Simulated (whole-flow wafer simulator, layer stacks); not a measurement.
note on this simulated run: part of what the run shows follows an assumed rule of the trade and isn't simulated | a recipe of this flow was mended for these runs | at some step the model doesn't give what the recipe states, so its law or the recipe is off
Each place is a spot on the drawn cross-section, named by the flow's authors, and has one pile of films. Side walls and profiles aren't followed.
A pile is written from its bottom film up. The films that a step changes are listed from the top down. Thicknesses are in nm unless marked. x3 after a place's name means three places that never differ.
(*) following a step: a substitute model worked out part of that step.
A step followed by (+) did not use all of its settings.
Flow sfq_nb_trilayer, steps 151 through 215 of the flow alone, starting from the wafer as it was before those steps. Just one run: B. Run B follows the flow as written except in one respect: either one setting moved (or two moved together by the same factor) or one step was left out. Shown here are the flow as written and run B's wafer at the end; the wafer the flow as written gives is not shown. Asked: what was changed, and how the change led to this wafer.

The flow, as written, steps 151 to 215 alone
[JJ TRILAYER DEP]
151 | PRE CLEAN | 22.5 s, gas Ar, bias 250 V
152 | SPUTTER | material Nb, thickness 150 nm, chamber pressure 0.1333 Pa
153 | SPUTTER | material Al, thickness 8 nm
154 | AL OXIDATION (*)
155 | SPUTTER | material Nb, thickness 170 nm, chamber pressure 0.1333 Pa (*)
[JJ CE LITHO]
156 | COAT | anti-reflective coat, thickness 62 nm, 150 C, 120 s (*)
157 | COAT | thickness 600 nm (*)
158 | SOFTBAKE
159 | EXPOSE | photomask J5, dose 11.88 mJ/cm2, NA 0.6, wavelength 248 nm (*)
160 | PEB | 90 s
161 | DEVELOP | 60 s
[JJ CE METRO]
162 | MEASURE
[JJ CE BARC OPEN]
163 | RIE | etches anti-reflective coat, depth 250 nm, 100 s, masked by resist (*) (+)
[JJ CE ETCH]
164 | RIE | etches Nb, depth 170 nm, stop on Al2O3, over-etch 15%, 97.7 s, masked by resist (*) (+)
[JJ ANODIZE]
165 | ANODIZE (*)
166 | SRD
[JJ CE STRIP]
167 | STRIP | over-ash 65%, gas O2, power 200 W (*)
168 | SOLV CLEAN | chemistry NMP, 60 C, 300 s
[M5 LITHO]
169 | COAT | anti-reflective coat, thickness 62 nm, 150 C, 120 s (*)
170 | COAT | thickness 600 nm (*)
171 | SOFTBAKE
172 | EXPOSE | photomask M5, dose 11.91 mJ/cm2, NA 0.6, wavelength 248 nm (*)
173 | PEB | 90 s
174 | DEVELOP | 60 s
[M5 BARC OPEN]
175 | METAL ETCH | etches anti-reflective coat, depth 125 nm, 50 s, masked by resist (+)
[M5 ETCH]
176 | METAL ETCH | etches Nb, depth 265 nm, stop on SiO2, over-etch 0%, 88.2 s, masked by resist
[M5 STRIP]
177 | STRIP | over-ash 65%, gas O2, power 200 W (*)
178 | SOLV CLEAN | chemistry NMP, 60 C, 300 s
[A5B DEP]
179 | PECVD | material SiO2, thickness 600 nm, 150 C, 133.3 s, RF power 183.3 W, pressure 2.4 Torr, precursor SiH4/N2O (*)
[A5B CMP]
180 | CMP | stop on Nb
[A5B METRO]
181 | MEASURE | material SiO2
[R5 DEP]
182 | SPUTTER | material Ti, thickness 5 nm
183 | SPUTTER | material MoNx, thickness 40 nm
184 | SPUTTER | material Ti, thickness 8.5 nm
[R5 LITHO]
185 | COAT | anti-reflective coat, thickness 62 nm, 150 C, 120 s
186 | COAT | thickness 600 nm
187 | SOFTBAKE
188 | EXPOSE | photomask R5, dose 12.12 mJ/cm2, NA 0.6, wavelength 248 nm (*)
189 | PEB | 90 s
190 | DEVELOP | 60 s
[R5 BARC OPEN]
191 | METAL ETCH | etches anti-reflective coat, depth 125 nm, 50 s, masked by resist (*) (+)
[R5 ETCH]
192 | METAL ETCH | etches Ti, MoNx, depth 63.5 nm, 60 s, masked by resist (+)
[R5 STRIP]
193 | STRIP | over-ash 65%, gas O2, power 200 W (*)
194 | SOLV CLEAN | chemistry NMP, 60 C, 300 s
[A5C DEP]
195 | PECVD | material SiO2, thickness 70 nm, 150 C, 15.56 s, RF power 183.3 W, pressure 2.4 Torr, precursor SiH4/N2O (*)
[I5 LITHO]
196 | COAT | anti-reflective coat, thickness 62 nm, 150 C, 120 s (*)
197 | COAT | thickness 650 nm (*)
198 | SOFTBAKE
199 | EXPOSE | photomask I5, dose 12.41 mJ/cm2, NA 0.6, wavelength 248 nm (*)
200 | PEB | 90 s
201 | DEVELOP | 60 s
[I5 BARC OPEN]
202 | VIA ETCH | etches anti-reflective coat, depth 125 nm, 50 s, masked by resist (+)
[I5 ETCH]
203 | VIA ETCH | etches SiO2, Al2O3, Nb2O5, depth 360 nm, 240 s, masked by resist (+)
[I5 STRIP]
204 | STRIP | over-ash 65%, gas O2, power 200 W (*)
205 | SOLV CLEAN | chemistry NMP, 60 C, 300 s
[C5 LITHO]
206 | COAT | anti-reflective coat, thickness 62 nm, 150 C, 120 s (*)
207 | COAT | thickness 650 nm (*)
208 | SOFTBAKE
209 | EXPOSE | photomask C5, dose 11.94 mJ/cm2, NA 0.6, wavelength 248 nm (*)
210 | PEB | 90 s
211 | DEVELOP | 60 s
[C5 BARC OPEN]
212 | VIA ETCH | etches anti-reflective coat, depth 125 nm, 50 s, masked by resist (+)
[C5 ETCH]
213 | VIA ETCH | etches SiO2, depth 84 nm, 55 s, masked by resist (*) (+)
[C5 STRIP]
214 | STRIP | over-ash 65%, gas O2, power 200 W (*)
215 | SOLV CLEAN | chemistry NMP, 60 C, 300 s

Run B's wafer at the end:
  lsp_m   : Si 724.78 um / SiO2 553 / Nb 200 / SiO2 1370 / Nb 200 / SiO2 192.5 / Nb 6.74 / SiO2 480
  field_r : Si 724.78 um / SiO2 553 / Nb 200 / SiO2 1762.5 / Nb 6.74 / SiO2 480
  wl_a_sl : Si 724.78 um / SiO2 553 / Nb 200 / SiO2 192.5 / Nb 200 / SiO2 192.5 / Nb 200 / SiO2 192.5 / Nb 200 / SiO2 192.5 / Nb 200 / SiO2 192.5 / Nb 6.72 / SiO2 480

What caused this: step 152, SPUTTER: thickness 240 nm was run, though the flow has thickness 150 nm.

How this came from the change, step by step:
  152 | SPUTTER | material Nb, thickness 150 nm, chamber pressure 0.1333 Pa
      field_l, v_sur, via_sp and 100 more: +240 Nb (new film) (as written it would have been: +150 Nb (new film))
      via_wl, via_w, via_wr: +208.9 Nb (as written it would have been: +129.8 Nb)
  155 | SPUTTER | material Nb, thickness 170 nm, chamber pressure 0.1333 Pa (*)
      via_wl, via_wr: +109 Nb (new film) (as written it would have been: +139.9 Nb (new film))
      via_w: +154.3 Nb (new film) (as written it would have been: +140.2 Nb (new film))
  156 | COAT | anti-reflective coat, thickness 62 nm, 150 C, 120 s (*)
      via_wl, via_wr: +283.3 anti-reflective coat (new film) (as written it would have been: +224.3 anti-reflective coat (new film))
      via_w: +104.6 anti-reflective coat (new film) (as written it would have been: +97.3 anti-reflective coat (new film))
  157 | COAT | thickness 600 nm (*)
      via_wl: +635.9 KrF-resist-other-grade (new film) (as written it would have been: +650.9 KrF-resist-other-grade (new film))
      via_wr: +636.4 KrF-resist-other-grade (new film) (as written it would have been: +651.4 KrF-resist-other-grade (new film))
  161 | DEVELOP | 60 s
      via_wl: -634.6 KrF-resist-other-grade (all of it) (as written it would have been: -649.5 KrF-resist-other-grade (all of it))
      via_wr: -635.1 KrF-resist-other-grade (all of it) (as written it would have been: -650 KrF-resist-other-grade (all of it))
  163 | RIE | etches anti-reflective coat, depth 250 nm, 100 s, masked by resist (*) (+)
      via_wl, via_wr: -250 anti-reflective coat (as written it would have been: -224.3 anti-reflective coat (all of it))
      via_w: -104.6 anti-reflective coat (all of it) (as written it would have been: -97.3 anti-reflective coat (all of it))
  164 | RIE | etches Nb, depth 170 nm, stop on Al2O3, over-etch 15%, 97.7 s, masked by resist (*) (+)
      via_wl, via_wr: -33.3 anti-reflective coat (all of it), -109 Nb (all of it), -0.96 Al2O3 (all of it) (as written it would have been: -139.9 Nb (all of it), -0.96 Al2O3 (all of it))
      via_w: -154.3 Nb (all of it), -0.96 Al2O3 (all of it) (as written it would have been: -140.2 Nb (all of it), -0.96 Al2O3 (all of it))
  165 | ANODIZE (*)
      via_w: +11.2 Al2O3 (new film), +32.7 Nb2O5 (new film), -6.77 Al (all of it), -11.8 Nb (as written it would have been: +10.7 Al2O3 (new film), +33.4 Nb2O5 (new film), -6.51 Al (all of it), -12 Nb)
  169 | COAT | anti-reflective coat, thickness 62 nm, 150 C, 120 s (*)
      via_wl, via_wr: +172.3 anti-reflective coat (new film) (as written it would have been: +184 anti-reflective coat (new film))
      field_l: +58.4 anti-reflective coat (new film) (as written it would have been: +61.6 anti-reflective coat (new film))
      (also at 3 further places)
  170 | COAT | thickness 600 nm (*)
      via_wl: +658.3 KrF-resist-other-grade (new film) (as written it would have been: +645 KrF-resist-other-grade (new film))
      via_wr: +659.8 KrF-resist-other-grade (new film) (as written it would have been: +646 KrF-resist-other-grade (new film))
  175 | METAL ETCH | etches anti-reflective coat, depth 125 nm, 50 s, masked by resist (+)
      field_l: -58.4 anti-reflective coat (all of it), -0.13 Al2O3 (as written it would have been: -61.6 anti-reflective coat (all of it), -0.13 Al2O3)
  176 | METAL ETCH | etches Nb, depth 265 nm, stop on SiO2, over-etch 0%, 88.2 s, masked by resist
      field_l, res, r_end and 47 more: -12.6 Al2O3 (all of it), -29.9 Nb2O5 (all of it), -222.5 Nb (as written it would have been: -12.6 Al2O3 (all of it), -29.9 Nb2O5 (all of it), -139.2 Nb (all of it), -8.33 SiO2)
      r_sur, wl_a_sl, wl_a_m6: -12.5 Al2O3 (all of it), -29.9 Nb2O5 (all of it), -222.5 Nb (as written it would have been: -12.5 Al2O3 (all of it), -29.9 Nb2O5 (all of it), -139.2 Nb (all of it), -8.33 SiO2)
  177 | STRIP | over-ash 65%, gas O2, power 200 W (*)
      v_sur: -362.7 KrF-resist-other-grade (all of it), -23 anti-reflective coat (all of it) (as written it would have been: -366.5 KrF-resist-other-grade (all of it), -26.6 anti-reflective coat (all of it))
      via_wl: -431.4 KrF-resist-other-grade (all of it), -172.3 anti-reflective coat (all of it) (as written it would have been: -418.2 KrF-resist-other-grade (all of it), -184 anti-reflective coat (all of it))
      (also at 3 further places)
  179 | PECVD | material SiO2, thickness 600 nm, 150 C, 133.3 s, RF power 183.3 W, pressure 2.4 Torr, precursor SiH4/N2O (*)
      field_l, p4_fl x5, p4_w1 x9 and 27 more: +600 SiO2 (new film) (as written it would have been: +600 SiO2)
      r_sur, res, r_end, moat, field_r, lsp_l: +590.4 SiO2 (new film) (as written it would have been: +593.1 SiO2)
      (also at 5 further places)
  180 | CMP | stop on Nb
      field_l, p4_fl x5, p4_w1 x9 and 25 more: -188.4 SiO2 (as written it would have been: -263.3 SiO2)
      r_sur, res, r_end, moat, field_r, lsp_l: -178.7 SiO2 (as written it would have been: -256.4 SiO2)
      (also at 10 further places)
Taking metal films that touch as one body, lsp_m has 3 bodies (between them, from the top down: SiO2 192.5; SiO2 1370); the flow as written gives 2 bodies (between them, from the top down: SiO2 1370).
Taking metal films that touch as one body, field_r has 2 bodies (between them, from the top down: SiO2 1762.5); the flow as written gives 1 body.
Taking metal films that touch as one body, wl_a_sl has 6 bodies (between them, from the top down: SiO2 192.5; SiO2 192.5; SiO2 192.5; SiO2 192.5; SiO2 192.5); the flow as written gives 5 bodies (between them, from the top down: SiO2 192.5; SiO2 192.5; SiO2 192.5; SiO2 192.5).
